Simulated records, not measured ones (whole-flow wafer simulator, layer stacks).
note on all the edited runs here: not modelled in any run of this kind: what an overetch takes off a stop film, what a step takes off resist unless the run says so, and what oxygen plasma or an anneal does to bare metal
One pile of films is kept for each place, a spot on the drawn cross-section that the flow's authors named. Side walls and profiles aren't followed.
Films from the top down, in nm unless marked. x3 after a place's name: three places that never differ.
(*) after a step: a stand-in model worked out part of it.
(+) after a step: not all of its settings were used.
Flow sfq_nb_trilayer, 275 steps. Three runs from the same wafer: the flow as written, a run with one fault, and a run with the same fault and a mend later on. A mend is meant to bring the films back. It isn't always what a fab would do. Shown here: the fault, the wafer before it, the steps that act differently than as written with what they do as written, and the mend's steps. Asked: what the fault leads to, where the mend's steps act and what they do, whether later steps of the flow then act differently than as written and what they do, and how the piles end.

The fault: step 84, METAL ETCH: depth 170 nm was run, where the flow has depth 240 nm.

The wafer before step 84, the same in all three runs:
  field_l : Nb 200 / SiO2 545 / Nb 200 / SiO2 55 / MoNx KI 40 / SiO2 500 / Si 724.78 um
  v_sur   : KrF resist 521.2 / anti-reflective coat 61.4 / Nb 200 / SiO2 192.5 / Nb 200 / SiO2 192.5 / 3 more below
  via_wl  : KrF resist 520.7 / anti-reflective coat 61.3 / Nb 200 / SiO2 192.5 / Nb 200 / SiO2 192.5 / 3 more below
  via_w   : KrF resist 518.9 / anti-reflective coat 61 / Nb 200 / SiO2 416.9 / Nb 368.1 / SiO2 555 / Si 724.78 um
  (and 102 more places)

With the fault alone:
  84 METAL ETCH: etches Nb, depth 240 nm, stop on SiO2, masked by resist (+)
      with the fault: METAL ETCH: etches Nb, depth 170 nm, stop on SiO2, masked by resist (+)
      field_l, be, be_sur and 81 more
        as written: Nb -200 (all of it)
        with the fault: Nb -170
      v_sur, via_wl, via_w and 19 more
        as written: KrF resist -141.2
        with the fault: KrF resist -100
  Later steps of the flow that act differently than as written:
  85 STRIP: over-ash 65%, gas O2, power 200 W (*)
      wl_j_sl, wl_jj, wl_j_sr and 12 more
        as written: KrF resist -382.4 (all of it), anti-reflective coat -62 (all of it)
        with the fault: KrF resist -423.6 (all of it), anti-reflective coat -62 (all of it)
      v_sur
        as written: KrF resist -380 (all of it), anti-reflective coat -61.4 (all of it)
        with the fault: KrF resist -421.2 (all of it), anti-reflective coat -61.4 (all of it)
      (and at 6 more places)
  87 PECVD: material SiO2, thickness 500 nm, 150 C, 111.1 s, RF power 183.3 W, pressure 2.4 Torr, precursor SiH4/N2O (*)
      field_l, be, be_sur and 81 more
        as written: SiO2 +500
        with the fault: SiO2 +500 (new film)
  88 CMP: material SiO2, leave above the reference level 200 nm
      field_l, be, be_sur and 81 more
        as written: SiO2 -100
        with the fault: SiO2 -130
  At the end the piles differ from the flow's by more than 2% or 0.5 nm, whichever is larger, at field_l, be, be_sur and 81 more.
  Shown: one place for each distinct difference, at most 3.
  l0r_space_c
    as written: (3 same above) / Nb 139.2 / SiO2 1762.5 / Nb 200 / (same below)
    with the fault: (3 same above) / Nb 139.2 / SiO2 1147.5 / Nb 30 / SiO2 585 / Nb 200 / (same below)
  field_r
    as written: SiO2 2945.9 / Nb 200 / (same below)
    with the fault: SiO2 2330.9 / Nb 30 / SiO2 585 / Nb 200 / (same below)
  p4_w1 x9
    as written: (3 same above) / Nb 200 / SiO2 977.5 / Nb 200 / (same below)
    with the fault: (3 same above) / Nb 200 / SiO2 362.5 / Nb 30 / SiO2 585 / Nb 200 / (same below)

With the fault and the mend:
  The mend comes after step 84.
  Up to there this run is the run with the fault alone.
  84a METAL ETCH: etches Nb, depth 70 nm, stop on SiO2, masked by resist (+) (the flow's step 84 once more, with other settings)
      field_l, be, be_sur and 81 more
        Nb -30 (all of it)
      v_sur, via_wl, via_w and 19 more
        KrF resist -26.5
  Later steps of the flow that act differently than as written:
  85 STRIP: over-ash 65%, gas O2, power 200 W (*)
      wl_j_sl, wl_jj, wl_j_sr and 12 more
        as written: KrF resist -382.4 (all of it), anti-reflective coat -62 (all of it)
        with the mend: KrF resist -397.1 (all of it), anti-reflective coat -62 (all of it)
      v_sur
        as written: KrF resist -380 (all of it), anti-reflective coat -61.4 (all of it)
        with the mend: KrF resist -394.7 (all of it), anti-reflective coat -61.4 (all of it)
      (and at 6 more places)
  At the end the piles are the same as the flow's at every place that both follow.
